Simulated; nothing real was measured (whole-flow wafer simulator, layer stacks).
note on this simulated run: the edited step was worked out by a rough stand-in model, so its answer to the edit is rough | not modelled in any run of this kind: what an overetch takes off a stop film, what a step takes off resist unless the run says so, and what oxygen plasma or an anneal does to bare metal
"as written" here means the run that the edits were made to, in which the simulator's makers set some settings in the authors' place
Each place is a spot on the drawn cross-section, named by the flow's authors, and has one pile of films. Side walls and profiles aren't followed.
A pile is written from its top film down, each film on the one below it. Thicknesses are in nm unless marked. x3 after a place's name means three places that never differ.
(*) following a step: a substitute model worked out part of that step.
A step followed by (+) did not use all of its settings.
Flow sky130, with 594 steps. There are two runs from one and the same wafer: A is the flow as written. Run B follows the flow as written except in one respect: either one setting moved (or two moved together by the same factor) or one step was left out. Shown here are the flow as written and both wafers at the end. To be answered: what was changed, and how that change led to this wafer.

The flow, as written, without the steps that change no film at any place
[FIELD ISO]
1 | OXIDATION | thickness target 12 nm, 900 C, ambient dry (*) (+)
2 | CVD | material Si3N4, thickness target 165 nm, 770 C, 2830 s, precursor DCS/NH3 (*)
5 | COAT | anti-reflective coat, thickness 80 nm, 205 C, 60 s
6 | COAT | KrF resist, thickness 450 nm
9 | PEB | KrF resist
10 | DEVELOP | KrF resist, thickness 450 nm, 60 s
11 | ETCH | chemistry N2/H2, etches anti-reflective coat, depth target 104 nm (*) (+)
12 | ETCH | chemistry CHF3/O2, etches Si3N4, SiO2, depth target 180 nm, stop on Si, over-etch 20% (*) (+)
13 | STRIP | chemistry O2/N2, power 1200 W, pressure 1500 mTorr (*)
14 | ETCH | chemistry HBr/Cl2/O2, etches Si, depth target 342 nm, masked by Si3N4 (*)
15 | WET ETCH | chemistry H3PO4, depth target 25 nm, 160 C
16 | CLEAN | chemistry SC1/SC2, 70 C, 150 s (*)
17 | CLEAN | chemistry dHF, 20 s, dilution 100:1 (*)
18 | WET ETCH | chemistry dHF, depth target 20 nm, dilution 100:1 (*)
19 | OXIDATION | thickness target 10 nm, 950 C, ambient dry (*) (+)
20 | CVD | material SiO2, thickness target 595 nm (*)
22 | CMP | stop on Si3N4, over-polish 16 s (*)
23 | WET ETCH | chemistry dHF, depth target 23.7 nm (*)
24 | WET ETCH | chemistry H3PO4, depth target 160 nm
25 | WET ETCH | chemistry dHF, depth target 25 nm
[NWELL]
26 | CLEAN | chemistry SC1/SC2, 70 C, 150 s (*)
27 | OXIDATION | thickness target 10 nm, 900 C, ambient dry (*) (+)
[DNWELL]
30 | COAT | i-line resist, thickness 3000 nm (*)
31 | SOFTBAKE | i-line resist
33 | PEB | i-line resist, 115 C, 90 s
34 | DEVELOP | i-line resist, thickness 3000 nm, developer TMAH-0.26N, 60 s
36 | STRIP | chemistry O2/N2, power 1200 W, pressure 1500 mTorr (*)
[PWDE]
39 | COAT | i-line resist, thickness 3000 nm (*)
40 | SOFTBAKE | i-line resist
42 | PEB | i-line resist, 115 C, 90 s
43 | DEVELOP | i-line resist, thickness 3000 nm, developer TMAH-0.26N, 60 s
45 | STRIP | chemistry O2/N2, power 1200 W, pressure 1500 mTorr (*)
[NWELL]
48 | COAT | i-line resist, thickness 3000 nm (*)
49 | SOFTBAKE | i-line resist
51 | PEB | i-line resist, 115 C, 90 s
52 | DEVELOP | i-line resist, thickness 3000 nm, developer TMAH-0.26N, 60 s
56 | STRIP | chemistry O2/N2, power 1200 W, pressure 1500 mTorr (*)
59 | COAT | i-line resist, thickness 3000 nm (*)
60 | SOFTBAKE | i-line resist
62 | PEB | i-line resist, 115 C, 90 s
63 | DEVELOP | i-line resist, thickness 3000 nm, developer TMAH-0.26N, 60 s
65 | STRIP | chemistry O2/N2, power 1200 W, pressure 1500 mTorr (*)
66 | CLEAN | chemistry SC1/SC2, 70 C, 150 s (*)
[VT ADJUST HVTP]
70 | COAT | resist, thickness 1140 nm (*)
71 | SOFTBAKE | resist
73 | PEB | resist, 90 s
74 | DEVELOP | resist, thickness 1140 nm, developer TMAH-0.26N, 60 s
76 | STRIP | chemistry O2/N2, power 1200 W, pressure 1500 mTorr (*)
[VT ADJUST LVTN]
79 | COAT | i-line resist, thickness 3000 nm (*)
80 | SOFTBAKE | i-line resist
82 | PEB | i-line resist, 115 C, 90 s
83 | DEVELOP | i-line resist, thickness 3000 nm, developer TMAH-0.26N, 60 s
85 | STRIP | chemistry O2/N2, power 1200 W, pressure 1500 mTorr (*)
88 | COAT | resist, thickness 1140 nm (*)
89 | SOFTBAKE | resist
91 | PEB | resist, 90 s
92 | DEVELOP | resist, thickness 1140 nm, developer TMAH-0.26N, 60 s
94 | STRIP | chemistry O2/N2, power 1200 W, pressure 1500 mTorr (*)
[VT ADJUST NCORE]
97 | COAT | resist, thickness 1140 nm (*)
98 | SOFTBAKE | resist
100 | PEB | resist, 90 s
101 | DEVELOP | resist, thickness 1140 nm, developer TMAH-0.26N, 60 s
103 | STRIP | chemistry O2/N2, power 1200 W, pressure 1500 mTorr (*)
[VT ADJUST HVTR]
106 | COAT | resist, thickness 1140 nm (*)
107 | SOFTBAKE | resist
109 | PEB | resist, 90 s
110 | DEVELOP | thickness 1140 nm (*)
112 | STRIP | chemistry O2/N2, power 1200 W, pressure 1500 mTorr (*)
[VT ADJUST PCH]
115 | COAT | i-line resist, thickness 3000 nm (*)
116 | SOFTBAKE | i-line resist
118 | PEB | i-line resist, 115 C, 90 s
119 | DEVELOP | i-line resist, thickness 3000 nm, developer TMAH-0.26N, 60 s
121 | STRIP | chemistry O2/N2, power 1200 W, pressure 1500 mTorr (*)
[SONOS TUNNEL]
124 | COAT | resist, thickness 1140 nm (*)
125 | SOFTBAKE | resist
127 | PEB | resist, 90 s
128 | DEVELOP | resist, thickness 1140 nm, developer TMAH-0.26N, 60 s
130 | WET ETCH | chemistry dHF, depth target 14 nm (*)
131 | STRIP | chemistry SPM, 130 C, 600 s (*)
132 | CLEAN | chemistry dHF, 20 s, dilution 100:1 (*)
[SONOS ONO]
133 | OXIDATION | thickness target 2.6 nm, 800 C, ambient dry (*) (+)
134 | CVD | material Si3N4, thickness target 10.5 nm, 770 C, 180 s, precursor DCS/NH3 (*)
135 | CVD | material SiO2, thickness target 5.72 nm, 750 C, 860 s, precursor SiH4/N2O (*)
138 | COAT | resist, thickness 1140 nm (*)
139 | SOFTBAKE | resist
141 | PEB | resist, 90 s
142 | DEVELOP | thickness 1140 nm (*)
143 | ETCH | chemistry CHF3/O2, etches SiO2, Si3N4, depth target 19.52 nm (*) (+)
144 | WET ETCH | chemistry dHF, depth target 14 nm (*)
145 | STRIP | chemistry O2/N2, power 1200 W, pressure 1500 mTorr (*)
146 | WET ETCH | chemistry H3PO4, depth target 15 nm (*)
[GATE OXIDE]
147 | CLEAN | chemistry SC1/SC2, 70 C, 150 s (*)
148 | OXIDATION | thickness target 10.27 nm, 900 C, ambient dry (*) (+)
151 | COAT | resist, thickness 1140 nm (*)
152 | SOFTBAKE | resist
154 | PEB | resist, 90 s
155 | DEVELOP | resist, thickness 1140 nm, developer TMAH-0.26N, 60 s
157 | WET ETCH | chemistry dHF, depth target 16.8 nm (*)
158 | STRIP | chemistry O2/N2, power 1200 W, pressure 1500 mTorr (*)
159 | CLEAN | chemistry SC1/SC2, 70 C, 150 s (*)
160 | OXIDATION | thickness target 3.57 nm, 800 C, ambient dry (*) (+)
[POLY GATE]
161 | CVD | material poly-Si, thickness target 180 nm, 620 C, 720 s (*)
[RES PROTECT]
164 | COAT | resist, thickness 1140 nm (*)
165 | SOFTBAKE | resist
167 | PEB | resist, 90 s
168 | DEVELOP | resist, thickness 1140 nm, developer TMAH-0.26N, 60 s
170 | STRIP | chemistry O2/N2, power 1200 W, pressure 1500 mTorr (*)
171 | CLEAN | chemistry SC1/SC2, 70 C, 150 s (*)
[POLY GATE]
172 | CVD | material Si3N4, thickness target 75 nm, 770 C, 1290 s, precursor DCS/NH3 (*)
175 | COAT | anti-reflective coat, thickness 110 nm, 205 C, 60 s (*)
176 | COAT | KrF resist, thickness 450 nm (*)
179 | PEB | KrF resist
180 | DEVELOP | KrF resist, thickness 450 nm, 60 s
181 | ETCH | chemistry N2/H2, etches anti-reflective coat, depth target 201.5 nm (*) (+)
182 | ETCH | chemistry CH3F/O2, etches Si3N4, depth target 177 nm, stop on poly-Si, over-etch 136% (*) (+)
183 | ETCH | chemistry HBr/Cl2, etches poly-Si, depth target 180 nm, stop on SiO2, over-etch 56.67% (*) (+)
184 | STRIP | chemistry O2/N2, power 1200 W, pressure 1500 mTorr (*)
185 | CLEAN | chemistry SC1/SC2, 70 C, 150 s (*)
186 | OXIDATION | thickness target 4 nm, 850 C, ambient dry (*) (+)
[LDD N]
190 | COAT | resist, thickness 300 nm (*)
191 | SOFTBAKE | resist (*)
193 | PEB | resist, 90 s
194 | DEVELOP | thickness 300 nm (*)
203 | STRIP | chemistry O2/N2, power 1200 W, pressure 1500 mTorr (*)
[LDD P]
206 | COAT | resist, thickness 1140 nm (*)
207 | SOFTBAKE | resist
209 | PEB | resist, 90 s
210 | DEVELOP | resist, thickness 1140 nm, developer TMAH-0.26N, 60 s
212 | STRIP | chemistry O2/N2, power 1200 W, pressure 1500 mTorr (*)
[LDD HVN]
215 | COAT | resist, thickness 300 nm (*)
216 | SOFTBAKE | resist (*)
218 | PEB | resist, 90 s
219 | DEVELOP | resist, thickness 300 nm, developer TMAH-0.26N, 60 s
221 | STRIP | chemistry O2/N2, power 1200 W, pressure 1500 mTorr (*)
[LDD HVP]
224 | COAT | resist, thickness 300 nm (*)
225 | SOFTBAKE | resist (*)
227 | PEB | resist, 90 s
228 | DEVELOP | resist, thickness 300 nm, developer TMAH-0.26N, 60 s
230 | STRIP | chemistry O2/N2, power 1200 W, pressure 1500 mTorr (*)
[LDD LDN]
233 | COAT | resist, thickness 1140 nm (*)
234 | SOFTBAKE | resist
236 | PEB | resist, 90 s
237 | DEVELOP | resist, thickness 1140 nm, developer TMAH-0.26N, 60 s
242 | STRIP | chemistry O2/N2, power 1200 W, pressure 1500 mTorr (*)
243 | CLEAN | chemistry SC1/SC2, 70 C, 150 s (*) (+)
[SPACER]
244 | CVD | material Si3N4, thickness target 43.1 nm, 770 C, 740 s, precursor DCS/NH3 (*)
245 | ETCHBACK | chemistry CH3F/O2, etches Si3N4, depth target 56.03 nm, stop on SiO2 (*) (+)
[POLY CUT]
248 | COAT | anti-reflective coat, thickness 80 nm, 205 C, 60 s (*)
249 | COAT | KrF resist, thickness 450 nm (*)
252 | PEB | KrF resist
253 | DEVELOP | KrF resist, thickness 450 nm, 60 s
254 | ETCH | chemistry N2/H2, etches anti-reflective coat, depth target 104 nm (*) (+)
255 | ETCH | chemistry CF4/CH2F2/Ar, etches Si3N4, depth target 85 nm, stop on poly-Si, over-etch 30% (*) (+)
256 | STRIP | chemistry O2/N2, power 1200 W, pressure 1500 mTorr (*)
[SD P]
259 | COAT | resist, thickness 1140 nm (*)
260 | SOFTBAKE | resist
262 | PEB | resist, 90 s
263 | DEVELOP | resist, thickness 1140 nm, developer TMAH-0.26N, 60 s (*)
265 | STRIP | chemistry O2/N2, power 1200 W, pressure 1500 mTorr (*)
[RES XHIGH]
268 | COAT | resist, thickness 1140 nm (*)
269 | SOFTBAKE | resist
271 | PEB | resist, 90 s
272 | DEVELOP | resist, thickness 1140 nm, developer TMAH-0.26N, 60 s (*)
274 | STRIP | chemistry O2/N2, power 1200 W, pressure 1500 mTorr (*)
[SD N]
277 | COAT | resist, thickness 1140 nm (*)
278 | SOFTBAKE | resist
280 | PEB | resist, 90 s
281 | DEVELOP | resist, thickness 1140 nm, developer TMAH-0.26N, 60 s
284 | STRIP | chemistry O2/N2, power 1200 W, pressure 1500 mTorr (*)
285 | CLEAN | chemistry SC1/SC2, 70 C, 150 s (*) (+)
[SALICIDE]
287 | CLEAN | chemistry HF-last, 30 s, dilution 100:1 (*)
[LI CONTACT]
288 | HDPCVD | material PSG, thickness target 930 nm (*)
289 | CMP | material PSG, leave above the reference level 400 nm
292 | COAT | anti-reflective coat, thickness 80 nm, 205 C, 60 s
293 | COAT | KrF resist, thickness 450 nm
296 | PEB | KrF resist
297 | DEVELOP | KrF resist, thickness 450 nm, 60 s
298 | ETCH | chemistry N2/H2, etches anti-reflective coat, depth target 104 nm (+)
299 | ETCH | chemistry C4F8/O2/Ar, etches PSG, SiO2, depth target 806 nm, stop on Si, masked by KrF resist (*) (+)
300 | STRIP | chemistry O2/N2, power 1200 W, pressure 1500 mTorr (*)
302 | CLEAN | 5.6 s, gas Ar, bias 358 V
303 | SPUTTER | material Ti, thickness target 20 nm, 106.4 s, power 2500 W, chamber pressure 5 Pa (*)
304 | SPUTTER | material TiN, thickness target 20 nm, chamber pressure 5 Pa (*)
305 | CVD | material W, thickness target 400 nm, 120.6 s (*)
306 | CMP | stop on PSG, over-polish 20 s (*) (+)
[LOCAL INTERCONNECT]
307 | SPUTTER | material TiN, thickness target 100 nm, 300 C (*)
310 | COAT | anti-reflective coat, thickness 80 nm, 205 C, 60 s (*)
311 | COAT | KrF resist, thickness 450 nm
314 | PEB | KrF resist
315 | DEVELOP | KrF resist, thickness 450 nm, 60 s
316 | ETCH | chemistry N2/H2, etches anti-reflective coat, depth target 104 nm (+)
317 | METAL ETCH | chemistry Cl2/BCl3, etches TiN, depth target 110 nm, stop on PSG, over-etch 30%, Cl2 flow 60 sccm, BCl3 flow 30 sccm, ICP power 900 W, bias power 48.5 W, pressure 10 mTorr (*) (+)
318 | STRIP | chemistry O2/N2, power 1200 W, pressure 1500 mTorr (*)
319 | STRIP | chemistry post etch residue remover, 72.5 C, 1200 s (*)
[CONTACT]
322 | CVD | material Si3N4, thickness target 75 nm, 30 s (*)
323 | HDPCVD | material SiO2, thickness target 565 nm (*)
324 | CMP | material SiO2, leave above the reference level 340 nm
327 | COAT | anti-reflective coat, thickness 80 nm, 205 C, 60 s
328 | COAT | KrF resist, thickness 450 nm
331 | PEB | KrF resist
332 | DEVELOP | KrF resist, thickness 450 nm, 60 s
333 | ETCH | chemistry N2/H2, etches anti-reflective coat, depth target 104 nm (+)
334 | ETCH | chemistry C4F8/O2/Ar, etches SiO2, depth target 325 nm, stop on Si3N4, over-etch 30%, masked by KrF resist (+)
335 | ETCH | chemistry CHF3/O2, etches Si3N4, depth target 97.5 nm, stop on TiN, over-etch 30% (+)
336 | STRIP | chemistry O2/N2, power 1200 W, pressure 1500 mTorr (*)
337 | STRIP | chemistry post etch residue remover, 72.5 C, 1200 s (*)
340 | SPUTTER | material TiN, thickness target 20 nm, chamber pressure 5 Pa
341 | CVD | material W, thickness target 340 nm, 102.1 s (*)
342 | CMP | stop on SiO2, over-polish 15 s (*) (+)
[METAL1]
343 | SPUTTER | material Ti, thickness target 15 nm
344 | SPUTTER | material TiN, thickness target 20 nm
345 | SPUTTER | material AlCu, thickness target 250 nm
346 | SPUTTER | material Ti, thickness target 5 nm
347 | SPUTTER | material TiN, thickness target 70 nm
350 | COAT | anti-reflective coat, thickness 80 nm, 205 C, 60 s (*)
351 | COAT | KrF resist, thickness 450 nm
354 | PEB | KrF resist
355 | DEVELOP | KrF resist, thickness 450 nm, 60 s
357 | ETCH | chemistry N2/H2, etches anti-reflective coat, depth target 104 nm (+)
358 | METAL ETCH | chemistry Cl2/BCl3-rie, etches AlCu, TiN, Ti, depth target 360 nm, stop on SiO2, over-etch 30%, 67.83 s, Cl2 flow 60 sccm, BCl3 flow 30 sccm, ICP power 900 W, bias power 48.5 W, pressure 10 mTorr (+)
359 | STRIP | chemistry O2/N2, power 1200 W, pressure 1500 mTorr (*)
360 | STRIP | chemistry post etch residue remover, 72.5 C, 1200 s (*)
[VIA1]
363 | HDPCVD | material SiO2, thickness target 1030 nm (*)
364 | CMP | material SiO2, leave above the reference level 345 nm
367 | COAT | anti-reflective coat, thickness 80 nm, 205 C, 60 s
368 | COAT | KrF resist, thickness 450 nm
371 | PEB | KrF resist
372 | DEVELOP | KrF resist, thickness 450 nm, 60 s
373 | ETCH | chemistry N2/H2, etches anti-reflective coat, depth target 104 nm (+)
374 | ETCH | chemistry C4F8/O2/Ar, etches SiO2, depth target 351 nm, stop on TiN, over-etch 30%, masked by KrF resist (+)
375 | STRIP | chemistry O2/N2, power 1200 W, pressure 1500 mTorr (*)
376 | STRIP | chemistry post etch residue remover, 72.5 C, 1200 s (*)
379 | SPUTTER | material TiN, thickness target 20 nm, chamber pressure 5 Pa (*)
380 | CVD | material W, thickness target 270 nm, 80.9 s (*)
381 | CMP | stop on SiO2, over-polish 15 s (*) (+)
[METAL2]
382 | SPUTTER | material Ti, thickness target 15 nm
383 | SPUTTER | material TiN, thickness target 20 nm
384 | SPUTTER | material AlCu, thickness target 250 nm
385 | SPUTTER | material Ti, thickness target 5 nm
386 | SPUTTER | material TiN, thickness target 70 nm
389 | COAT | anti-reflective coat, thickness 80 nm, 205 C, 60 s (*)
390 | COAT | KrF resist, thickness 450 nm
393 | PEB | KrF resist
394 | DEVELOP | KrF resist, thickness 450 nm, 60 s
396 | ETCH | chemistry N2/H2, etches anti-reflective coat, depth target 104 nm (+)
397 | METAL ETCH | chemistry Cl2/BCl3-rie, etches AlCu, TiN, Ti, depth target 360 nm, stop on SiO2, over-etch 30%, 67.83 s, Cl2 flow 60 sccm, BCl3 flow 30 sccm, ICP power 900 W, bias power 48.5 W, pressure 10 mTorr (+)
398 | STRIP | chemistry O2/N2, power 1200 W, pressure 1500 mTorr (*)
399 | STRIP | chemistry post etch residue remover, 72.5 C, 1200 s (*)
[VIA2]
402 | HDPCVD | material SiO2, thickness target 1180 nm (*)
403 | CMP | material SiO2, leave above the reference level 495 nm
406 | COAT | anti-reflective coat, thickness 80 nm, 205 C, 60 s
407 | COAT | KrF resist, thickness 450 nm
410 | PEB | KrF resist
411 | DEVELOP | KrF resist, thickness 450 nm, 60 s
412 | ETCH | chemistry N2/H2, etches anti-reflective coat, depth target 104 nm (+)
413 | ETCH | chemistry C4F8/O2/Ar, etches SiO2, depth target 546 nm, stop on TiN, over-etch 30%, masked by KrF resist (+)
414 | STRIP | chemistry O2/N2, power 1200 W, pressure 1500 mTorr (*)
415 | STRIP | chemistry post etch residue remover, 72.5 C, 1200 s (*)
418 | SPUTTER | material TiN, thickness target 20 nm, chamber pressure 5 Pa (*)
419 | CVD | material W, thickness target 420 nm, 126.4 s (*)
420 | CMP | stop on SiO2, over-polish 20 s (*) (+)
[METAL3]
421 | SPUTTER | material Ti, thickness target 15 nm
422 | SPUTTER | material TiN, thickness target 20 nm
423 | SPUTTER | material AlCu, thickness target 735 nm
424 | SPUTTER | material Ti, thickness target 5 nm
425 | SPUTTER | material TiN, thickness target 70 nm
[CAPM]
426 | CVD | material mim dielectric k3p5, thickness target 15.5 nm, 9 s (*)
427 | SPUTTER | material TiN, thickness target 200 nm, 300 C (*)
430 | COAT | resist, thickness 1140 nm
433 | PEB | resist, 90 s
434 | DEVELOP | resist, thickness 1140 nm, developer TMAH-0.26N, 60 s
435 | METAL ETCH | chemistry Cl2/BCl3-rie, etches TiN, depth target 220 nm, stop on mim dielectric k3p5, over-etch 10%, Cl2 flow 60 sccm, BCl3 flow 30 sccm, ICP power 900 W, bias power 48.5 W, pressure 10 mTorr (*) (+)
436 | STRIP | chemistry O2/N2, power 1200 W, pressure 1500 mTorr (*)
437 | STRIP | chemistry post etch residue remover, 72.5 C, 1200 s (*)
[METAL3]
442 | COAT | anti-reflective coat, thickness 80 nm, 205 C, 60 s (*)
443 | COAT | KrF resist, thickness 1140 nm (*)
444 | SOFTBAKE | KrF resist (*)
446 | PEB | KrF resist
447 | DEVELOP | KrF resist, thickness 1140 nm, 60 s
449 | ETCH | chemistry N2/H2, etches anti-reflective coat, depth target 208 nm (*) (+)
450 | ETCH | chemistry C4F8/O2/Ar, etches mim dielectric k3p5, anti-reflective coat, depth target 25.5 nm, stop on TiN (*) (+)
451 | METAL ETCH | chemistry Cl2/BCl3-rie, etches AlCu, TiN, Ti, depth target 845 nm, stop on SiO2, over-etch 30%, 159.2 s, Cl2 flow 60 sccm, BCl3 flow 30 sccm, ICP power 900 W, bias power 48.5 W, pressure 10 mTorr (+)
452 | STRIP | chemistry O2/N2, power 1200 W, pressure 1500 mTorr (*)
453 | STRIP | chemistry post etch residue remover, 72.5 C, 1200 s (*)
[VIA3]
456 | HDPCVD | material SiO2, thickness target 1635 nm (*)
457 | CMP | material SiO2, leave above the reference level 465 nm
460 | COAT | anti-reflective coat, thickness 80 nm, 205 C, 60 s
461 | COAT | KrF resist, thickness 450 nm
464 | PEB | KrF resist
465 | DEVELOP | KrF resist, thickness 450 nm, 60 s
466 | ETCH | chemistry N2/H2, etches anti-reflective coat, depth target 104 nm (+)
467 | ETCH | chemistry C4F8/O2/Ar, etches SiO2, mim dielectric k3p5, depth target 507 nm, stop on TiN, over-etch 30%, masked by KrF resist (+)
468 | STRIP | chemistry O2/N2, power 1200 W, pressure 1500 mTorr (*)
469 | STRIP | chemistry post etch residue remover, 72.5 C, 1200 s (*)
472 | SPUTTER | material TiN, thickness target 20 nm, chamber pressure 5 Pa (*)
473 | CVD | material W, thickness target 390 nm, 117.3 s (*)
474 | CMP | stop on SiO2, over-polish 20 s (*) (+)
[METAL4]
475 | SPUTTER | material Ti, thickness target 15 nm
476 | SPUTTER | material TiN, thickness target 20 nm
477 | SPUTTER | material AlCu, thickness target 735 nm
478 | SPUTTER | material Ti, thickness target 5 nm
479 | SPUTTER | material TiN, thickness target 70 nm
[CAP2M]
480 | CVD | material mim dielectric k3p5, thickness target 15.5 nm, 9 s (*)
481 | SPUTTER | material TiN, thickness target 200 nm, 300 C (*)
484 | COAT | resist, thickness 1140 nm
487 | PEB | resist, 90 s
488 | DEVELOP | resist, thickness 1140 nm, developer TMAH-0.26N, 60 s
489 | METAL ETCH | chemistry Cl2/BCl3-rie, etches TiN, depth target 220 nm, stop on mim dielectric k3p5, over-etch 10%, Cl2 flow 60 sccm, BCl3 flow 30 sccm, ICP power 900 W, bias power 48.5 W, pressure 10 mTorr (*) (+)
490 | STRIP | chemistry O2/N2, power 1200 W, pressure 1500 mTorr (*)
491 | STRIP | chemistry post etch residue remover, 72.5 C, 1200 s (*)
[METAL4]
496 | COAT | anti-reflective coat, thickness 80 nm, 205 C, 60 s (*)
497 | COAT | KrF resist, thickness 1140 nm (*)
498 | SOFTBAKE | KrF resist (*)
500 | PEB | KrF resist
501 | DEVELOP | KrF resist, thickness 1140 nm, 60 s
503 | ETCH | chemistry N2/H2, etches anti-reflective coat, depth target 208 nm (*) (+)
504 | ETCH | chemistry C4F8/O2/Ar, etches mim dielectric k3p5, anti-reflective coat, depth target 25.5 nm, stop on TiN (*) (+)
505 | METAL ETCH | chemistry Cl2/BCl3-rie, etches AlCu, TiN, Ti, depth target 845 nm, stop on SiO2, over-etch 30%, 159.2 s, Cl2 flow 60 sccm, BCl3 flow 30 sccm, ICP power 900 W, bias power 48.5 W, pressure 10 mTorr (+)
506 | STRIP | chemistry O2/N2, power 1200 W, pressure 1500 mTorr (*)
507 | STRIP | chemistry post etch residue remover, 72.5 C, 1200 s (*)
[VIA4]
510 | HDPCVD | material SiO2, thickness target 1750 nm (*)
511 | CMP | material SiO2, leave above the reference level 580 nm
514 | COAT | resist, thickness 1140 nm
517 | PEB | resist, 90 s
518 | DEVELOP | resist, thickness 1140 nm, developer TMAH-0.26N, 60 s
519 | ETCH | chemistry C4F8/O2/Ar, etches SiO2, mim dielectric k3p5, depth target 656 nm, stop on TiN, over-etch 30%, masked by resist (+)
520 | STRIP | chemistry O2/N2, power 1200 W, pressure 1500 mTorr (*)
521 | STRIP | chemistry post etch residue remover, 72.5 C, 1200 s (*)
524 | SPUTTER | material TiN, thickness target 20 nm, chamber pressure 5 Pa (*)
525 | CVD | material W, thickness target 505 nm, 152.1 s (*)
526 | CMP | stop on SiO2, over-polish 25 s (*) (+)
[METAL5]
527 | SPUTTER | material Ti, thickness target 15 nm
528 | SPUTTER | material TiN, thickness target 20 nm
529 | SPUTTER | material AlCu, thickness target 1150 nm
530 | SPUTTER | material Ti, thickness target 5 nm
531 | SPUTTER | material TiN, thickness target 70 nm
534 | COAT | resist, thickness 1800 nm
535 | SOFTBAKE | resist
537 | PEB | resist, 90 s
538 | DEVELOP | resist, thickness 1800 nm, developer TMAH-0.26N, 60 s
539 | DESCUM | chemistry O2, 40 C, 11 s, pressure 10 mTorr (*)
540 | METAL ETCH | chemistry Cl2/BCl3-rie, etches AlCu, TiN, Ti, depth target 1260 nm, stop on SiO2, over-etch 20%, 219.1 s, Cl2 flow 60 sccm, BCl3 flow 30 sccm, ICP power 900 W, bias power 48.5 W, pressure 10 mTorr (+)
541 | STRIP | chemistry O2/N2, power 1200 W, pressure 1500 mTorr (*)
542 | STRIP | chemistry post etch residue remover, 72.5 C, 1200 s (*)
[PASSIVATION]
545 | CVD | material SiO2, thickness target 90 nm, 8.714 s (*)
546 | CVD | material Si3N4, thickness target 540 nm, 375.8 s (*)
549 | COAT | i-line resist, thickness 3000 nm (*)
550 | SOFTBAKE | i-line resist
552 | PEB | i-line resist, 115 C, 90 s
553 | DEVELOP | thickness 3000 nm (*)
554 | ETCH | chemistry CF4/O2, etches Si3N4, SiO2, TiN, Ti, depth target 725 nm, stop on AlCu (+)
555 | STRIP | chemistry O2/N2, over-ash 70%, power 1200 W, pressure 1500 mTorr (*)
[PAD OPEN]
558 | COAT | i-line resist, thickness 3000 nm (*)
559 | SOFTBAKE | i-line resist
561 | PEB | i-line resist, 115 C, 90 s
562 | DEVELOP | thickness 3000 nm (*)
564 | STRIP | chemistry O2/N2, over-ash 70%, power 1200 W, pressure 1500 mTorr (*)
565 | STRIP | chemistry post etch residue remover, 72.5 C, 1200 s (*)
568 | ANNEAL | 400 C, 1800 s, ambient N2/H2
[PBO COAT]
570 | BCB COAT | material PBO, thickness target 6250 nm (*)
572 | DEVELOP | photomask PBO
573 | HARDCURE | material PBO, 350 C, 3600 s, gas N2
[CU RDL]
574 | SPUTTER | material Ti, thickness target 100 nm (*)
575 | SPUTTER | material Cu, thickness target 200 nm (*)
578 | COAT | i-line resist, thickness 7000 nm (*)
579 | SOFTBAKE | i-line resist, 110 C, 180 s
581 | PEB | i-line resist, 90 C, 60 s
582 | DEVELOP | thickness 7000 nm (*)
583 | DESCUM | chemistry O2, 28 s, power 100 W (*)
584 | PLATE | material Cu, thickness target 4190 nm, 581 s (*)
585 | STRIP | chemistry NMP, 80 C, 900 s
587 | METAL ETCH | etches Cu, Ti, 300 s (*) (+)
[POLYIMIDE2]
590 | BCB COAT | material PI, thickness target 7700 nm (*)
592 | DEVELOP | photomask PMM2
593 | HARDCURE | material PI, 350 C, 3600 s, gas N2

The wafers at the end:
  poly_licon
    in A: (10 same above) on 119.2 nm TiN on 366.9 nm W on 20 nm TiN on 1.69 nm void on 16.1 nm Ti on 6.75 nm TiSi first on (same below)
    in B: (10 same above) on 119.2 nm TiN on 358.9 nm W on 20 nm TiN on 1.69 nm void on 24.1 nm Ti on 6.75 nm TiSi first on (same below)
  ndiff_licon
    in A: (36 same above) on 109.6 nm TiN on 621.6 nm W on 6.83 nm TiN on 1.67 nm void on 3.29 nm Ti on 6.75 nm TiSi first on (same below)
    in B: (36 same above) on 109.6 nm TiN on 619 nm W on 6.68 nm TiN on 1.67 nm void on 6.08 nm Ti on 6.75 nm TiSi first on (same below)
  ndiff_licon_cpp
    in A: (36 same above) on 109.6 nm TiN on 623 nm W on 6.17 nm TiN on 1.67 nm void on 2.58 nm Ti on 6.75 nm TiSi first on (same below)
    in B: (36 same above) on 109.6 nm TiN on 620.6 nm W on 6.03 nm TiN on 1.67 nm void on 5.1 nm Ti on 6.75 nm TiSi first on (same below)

What caused this: step 303, SPUTTER: thickness target 28 nm was run, while the flow as written has thickness target 20 nm.

The path from the change to this, step by step:
  303 | SPUTTER | material Ti, thickness target 20 nm, 106.4 s, power 2500 W, chamber pressure 5 Pa (*)
      field, active, n_well and 185 more: A +20 Ti (new film) | B +28 Ti (new film)
      ndiff_licon: A +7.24 Ti (new film) | B +10 Ti (new film)
      (also at 2 further places)
  306 | CMP | stop on PSG, over-polish 20 s (*) (+)
      field, active, n_well and 184 more: A -400 W (all of it), -20 TiN (all of it), -20 Ti (all of it), -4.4 PSG | B -400 W (all of it), -20 TiN (all of it), -28 Ti (all of it), -4.4 PSG
      poly_licon: A -33.1 W | B -41.1 W
